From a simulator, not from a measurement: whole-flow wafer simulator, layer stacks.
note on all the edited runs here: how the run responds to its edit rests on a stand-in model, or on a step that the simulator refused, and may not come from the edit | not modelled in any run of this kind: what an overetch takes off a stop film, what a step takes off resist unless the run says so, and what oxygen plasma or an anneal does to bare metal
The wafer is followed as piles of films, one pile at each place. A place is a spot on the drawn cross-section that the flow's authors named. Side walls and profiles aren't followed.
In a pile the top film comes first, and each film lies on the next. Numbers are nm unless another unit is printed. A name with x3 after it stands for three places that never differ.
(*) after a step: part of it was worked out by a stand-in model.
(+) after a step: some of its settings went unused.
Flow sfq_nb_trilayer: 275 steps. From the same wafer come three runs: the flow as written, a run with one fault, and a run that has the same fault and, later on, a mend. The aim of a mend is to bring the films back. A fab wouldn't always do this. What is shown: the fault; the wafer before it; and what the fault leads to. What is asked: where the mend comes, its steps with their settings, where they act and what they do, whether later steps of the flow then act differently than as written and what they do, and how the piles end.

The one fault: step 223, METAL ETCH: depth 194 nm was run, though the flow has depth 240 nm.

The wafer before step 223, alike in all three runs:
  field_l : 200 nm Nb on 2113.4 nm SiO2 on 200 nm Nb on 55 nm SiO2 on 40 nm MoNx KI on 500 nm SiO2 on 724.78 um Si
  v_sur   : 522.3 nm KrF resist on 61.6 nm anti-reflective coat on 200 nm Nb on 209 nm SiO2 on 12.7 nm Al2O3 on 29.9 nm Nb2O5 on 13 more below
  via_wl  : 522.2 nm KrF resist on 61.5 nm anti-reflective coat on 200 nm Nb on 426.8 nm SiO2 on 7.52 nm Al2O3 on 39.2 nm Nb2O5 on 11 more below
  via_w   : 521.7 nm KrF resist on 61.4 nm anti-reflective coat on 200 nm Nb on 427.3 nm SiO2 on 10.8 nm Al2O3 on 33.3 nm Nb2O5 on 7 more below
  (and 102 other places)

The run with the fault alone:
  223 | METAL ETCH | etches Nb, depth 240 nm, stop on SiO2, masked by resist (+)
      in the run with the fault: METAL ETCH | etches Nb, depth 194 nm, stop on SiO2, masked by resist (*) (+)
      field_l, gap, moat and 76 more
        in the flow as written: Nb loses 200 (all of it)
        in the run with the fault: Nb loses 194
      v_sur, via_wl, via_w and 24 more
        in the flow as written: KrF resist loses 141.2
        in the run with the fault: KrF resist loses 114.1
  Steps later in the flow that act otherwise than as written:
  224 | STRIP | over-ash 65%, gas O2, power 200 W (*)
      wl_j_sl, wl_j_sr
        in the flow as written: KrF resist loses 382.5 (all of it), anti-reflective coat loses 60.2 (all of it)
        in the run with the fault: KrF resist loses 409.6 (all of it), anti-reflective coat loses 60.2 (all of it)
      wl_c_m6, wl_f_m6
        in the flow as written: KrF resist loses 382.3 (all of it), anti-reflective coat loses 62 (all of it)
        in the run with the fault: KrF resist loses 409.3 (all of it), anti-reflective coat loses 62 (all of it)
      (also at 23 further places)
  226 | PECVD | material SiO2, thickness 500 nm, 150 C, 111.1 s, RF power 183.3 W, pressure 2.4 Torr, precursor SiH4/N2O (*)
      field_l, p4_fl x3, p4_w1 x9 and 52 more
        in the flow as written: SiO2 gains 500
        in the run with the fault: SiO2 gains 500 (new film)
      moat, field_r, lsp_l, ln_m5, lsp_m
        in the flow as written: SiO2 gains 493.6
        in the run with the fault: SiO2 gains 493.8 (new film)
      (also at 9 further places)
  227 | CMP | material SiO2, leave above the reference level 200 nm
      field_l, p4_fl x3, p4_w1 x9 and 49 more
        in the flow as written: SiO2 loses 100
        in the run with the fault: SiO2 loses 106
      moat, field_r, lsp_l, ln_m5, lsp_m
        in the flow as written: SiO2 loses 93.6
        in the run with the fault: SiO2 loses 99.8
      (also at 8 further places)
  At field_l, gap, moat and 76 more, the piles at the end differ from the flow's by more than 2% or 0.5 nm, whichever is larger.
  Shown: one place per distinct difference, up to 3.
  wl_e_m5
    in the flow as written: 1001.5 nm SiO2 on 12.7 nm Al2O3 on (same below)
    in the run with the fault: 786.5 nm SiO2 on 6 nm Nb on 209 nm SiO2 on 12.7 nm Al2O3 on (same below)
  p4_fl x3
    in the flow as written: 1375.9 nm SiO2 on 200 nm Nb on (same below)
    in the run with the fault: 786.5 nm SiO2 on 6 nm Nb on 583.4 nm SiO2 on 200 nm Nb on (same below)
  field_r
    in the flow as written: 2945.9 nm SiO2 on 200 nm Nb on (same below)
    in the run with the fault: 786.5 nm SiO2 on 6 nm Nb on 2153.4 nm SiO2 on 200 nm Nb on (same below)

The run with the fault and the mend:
  The mend follows step 223.
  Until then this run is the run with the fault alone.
  223a | METAL ETCH | etches Nb, depth 46 nm, stop on SiO2, masked by resist (+) (the flow's step 223 again, with other settings)
      field_l, gap, moat and 76 more
        Nb loses 6 (all of it)
      v_sur, via_wl, via_w and 24 more
        KrF resist loses 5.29
  Steps later in the flow that act otherwise than as written:
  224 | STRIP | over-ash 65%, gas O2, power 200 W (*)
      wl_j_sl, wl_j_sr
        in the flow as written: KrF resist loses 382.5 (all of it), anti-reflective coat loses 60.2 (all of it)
        in the run with the mend: KrF resist loses 404.3 (all of it), anti-reflective coat loses 60.2 (all of it)
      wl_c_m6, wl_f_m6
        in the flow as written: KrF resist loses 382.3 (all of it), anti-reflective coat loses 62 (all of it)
        in the run with the mend: KrF resist loses 404 (all of it), anti-reflective coat loses 62 (all of it)
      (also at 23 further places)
  By the end, the piles equal the flow's at every place that both follow.
